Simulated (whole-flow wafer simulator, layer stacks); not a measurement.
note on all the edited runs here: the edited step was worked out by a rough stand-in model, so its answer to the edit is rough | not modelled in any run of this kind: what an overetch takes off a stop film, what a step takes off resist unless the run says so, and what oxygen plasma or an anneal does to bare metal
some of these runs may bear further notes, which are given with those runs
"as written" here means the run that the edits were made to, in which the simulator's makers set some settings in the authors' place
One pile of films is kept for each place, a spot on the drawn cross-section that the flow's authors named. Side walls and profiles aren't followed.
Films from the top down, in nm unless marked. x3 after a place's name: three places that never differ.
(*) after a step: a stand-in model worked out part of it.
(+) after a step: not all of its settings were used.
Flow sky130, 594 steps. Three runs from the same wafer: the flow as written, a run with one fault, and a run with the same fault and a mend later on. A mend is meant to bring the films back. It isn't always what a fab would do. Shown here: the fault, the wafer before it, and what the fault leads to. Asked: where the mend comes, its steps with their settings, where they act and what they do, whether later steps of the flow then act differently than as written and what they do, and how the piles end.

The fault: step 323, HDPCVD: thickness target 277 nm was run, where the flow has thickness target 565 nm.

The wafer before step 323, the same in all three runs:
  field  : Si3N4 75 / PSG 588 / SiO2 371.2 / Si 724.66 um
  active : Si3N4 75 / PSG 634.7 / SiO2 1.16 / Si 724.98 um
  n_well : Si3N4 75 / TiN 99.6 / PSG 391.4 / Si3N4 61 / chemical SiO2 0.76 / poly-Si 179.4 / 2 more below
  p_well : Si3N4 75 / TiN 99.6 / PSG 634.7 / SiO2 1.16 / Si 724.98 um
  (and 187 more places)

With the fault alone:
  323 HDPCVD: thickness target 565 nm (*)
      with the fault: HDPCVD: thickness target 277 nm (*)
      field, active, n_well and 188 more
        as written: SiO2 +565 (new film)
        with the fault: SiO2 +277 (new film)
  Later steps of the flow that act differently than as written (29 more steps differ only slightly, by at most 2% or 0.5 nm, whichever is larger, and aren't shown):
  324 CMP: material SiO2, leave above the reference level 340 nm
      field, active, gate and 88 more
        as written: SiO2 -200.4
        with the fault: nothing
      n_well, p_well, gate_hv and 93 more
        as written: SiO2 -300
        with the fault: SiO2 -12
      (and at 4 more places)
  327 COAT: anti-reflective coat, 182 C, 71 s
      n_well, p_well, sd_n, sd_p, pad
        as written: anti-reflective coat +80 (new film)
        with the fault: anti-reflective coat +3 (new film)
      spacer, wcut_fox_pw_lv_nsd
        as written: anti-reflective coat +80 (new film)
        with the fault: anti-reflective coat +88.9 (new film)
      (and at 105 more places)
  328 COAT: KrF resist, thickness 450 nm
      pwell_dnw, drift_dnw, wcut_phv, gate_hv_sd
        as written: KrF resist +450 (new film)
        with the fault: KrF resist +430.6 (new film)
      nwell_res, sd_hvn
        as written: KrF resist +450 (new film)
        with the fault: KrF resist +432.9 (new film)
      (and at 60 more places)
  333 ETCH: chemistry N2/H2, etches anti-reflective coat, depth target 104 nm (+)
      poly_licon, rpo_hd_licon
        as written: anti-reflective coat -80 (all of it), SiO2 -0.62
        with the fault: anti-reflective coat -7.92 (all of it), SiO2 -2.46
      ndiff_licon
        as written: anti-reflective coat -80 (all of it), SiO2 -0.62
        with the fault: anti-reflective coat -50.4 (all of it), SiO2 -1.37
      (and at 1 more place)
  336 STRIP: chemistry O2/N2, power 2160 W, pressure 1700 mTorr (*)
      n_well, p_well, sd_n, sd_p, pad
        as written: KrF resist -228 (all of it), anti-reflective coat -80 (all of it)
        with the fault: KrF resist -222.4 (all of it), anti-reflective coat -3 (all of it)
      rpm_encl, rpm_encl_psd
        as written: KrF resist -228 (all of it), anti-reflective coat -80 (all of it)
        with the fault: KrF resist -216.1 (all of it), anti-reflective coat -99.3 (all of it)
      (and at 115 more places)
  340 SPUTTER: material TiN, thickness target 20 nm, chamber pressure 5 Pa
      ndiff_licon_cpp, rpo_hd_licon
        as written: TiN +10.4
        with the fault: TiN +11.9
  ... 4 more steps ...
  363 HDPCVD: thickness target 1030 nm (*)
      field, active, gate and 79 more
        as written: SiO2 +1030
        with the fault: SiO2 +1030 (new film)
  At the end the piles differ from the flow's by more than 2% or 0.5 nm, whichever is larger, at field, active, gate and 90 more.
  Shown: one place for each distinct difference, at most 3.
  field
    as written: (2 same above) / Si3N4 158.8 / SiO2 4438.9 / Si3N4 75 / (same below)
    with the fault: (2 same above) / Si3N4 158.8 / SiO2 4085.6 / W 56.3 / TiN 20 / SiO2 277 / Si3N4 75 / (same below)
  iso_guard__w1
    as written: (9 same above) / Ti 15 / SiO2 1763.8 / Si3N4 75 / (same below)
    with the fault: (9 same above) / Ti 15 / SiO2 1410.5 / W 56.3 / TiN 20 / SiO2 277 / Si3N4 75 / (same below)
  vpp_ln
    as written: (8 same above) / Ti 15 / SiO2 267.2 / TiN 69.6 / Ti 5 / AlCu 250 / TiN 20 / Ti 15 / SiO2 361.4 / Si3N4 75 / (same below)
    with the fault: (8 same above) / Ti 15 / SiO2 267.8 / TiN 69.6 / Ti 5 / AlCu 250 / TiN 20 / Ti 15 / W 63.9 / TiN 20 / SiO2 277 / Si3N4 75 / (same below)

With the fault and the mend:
  The mend comes after step 323.
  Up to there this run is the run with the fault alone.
  323a HDPCVD: thickness target 288 nm (*) (the flow's step 323 once more, with other settings)
      field, active, n_well and 188 more
        SiO2 +288
  No later step of the flow acts differently than as written at any place that is followed.
  At the end the piles are the same as the flow's at every place that both follow.
